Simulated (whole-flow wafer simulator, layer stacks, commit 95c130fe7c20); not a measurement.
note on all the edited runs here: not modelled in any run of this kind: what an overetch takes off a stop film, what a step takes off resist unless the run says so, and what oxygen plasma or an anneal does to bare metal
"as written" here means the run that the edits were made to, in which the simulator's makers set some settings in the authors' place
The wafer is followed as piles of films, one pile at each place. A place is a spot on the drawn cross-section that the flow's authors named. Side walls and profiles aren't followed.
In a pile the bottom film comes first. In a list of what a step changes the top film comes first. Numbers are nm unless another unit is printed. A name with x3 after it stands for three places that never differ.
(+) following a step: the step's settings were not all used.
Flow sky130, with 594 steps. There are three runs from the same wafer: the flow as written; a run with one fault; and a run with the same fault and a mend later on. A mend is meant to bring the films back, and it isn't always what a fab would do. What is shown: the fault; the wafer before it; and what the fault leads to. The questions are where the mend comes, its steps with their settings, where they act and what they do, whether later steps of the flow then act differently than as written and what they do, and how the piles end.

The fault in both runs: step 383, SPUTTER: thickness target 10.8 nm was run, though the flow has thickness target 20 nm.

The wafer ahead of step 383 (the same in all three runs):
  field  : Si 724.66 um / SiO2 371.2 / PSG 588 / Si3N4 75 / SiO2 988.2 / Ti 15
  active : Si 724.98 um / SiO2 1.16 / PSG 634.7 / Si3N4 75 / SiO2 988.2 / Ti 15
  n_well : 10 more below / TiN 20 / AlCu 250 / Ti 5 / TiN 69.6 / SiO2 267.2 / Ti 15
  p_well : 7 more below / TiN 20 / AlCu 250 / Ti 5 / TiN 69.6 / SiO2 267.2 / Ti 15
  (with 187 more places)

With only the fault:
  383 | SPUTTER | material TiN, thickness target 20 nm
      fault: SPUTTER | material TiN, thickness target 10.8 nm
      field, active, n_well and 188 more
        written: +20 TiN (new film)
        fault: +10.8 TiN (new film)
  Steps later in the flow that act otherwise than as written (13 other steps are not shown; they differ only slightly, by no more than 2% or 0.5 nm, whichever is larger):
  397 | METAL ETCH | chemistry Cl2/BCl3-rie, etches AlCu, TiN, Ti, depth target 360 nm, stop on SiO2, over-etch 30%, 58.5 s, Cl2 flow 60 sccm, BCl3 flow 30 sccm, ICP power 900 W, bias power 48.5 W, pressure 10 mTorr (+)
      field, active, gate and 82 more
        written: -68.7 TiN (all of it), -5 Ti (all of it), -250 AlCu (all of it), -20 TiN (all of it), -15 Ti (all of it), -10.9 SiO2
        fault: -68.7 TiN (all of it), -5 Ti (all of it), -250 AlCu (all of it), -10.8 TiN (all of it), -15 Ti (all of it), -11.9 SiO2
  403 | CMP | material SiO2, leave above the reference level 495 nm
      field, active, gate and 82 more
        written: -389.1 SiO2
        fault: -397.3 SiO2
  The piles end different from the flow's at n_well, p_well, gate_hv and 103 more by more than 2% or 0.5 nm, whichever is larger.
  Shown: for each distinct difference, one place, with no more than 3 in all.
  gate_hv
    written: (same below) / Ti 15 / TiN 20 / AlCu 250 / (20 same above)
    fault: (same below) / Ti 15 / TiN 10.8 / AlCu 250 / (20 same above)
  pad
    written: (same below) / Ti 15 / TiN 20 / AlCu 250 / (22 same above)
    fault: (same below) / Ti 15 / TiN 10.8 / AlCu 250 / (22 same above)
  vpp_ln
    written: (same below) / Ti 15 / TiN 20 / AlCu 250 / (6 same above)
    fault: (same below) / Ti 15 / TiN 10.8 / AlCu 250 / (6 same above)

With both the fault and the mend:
  After step 383 comes the mend.
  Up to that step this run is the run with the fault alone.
  383a | SPUTTER | material TiN, thickness target 9.2 nm (the flow's step 383 again, with other settings)
      field, active, n_well and 188 more
        +9.2 TiN
  None of the later steps of the flow acts differently than as written at any place that is followed.
  At every place that both follow, the piles at the end match the flow's.
